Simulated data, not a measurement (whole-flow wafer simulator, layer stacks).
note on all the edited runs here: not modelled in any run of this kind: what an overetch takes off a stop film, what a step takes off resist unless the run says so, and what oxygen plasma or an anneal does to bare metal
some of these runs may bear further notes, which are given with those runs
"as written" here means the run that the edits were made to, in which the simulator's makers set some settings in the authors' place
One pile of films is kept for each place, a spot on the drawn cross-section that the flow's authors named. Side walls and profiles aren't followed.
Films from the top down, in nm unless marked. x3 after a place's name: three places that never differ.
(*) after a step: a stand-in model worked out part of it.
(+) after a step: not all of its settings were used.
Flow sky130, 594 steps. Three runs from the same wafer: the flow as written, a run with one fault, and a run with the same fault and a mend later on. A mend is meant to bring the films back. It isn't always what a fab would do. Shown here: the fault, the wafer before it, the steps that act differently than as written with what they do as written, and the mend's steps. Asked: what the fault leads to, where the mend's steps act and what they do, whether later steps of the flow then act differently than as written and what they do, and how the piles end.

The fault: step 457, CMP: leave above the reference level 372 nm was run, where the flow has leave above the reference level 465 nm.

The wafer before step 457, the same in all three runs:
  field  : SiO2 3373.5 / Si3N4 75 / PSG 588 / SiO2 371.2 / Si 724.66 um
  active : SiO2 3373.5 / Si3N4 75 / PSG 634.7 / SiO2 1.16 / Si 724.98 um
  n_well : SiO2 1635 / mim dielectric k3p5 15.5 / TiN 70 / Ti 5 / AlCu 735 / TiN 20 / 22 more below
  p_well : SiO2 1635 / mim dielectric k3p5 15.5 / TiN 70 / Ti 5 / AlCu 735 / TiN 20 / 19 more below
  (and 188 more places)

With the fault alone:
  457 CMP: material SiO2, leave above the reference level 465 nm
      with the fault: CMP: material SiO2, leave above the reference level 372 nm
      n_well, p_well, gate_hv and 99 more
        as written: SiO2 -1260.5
        with the fault: SiO2 -1353.5
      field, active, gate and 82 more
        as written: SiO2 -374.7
        with the fault: SiO2 -467.7
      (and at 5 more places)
  Later steps of the flow that act differently than as written (2 more steps differ only slightly, by at most 2% or 0.5 nm, whichever is larger, and aren't shown):
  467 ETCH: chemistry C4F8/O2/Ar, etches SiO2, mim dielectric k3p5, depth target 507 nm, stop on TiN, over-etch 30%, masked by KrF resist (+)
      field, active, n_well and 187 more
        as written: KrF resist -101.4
        with the fault: KrF resist -77.2
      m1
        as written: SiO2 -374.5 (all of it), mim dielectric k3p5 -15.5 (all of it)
        with the fault: SiO2 -281.5 (all of it), mim dielectric k3p5 -15.5 (all of it)
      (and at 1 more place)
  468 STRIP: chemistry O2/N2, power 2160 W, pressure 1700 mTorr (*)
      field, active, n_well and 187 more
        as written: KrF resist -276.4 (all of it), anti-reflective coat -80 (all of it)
        with the fault: KrF resist -300.6 (all of it), anti-reflective coat -80 (all of it)
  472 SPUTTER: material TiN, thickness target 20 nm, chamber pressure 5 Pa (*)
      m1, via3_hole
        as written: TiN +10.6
        with the fault: TiN +11.9
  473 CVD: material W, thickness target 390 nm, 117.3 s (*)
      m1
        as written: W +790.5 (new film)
        with the fault: W +696.1 (new film)
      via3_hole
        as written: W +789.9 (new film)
        with the fault: W +695.5 (new film)
  At the end the piles differ from the flow's by more than 2% or 0.5 nm, whichever is larger, at field, active, n_well and 190 more.
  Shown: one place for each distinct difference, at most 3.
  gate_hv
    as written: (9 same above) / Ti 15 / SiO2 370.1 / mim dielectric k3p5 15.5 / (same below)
    with the fault: (9 same above) / Ti 15 / SiO2 277.1 / mim dielectric k3p5 15.5 / (same below)
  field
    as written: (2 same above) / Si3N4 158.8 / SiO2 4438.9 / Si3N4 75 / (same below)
    with the fault: (2 same above) / Si3N4 158.8 / SiO2 4345.9 / Si3N4 75 / (same below)
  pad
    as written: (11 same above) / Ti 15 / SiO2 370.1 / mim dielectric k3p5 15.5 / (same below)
    with the fault: (11 same above) / Ti 15 / SiO2 277.1 / mim dielectric k3p5 15.5 / (same below)

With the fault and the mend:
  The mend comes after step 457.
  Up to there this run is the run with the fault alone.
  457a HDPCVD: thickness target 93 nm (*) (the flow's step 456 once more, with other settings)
      field, active, n_well and 189 more
        SiO2 +93
  No later step of the flow acts differently than as written, at any place that is followed, by more than 2% or 0.5 nm, whichever is larger.
  At the end the piles are the same as the flow's at every place that both follow.
